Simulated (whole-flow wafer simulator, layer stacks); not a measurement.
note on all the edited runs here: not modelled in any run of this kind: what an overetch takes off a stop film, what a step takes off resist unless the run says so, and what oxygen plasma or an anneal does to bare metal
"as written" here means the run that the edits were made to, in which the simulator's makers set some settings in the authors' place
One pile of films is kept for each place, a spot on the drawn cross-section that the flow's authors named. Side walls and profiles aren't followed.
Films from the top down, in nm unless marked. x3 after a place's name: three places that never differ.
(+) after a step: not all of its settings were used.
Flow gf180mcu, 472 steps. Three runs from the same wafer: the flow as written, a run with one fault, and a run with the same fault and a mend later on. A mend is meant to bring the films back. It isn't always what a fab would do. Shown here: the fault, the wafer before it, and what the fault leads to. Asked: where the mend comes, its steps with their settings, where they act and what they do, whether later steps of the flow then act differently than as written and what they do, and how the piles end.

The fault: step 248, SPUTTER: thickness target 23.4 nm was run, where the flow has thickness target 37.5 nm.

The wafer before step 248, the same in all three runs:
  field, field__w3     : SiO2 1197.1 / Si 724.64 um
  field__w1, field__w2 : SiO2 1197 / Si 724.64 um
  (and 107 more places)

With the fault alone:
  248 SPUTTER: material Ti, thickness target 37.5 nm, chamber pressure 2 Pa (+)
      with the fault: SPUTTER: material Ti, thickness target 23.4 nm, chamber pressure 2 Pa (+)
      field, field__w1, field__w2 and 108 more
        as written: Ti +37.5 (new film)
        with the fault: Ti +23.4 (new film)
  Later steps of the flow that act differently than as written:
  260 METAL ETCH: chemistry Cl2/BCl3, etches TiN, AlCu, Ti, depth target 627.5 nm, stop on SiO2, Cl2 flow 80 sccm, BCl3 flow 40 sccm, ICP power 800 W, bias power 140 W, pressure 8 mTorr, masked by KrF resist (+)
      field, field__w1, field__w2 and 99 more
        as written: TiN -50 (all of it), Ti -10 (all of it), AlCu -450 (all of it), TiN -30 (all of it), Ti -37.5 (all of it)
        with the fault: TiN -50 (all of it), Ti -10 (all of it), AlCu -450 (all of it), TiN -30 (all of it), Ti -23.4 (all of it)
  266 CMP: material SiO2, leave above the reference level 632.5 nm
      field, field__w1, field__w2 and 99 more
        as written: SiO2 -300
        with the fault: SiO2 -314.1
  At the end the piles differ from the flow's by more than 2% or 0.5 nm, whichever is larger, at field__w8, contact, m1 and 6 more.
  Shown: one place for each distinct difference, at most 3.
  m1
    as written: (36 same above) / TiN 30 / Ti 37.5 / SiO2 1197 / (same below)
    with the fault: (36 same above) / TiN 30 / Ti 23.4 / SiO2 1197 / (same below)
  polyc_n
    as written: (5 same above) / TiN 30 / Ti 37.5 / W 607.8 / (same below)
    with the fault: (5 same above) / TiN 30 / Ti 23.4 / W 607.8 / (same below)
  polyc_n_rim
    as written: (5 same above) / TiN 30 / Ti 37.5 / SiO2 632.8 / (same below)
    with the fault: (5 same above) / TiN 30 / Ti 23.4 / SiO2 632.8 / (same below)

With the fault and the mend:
  The mend comes after step 248.
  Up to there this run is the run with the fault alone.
  248a SPUTTER: material Ti, thickness target 14.1 nm, chamber pressure 2 Pa (+) (the flow's step 248 once more, with other settings)
      field, field__w1, field__w2 and 108 more
        Ti +14.1
  No later step of the flow acts differently than as written at any place that is followed.
  At the end the piles are the same as the flow's at every place that both follow.
